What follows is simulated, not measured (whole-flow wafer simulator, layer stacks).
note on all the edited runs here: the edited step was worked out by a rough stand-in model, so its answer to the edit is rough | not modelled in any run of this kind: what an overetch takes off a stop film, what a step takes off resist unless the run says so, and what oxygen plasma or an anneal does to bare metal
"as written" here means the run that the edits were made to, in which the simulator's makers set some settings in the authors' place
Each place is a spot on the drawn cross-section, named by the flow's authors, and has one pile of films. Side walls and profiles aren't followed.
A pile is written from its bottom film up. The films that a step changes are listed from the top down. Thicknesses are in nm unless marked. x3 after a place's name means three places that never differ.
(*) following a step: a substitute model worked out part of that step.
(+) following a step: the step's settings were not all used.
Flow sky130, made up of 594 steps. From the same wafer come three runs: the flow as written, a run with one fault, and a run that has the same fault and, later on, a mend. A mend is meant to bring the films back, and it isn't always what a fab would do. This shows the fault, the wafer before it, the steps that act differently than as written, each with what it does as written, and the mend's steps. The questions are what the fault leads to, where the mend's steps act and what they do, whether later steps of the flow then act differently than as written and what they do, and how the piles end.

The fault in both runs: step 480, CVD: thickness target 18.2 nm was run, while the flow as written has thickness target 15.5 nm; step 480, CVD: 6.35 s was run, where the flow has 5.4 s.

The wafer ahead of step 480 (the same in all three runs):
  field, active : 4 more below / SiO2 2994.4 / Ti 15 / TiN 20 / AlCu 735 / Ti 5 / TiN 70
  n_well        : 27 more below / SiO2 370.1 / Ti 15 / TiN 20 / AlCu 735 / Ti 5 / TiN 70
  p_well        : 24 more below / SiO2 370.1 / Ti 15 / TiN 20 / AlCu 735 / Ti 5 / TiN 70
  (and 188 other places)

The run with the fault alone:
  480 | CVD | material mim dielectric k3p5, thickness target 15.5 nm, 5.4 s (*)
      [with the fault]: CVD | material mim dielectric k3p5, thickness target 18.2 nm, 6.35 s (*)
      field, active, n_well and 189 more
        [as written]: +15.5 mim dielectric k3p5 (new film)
        [with the fault]: +18.2 mim dielectric k3p5 (new film)
  Later steps of the flow acting differently than as written (not shown: 6 more steps that differ only slightly, by at most 2% or 0.5 nm, whichever is larger):
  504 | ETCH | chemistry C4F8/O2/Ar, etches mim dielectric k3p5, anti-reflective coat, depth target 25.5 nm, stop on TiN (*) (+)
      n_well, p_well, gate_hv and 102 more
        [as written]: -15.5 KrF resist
        [with the fault]: -17 KrF resist
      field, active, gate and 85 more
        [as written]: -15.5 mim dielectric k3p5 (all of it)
        [with the fault]: -18.2 mim dielectric k3p5 (all of it)
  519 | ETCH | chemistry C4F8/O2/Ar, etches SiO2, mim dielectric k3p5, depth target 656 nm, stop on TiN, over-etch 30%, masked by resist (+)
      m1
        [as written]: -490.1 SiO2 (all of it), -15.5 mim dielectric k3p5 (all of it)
        [with the fault]: -487.4 SiO2 (all of it), -18.2 mim dielectric k3p5 (all of it)
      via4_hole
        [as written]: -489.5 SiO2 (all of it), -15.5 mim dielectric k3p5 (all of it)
        [with the fault]: -486.8 SiO2 (all of it), -18.2 mim dielectric k3p5 (all of it)
  At n_well, p_well, gate_hv and 100 more, the piles at the end differ from the flow's by more than 2% or 0.5 nm, whichever is larger.
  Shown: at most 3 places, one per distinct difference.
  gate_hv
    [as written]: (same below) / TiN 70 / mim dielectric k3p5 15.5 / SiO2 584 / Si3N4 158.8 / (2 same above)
    [with the fault]: (same below) / TiN 70 / mim dielectric k3p5 18.2 / SiO2 581.3 / Si3N4 158.8 / (2 same above)
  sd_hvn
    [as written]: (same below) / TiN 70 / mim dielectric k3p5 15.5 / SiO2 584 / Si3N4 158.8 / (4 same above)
    [with the fault]: (same below) / TiN 70 / mim dielectric k3p5 18.2 / SiO2 581.3 / Si3N4 158.8 / (4 same above)
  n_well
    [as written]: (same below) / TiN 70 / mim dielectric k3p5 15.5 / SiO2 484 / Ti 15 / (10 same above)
    [with the fault]: (same below) / TiN 70 / mim dielectric k3p5 18.2 / SiO2 481.3 / Ti 15 / (10 same above)

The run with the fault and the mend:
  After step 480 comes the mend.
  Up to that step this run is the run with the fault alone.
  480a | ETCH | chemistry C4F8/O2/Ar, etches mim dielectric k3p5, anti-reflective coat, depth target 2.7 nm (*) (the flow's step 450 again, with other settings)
      field, active, n_well and 189 more
        -2.7 mim dielectric k3p5
  Every later step of the flow that is run acts as written at every place that is followed.
  At every place that both follow, the piles at the end match the flow's.
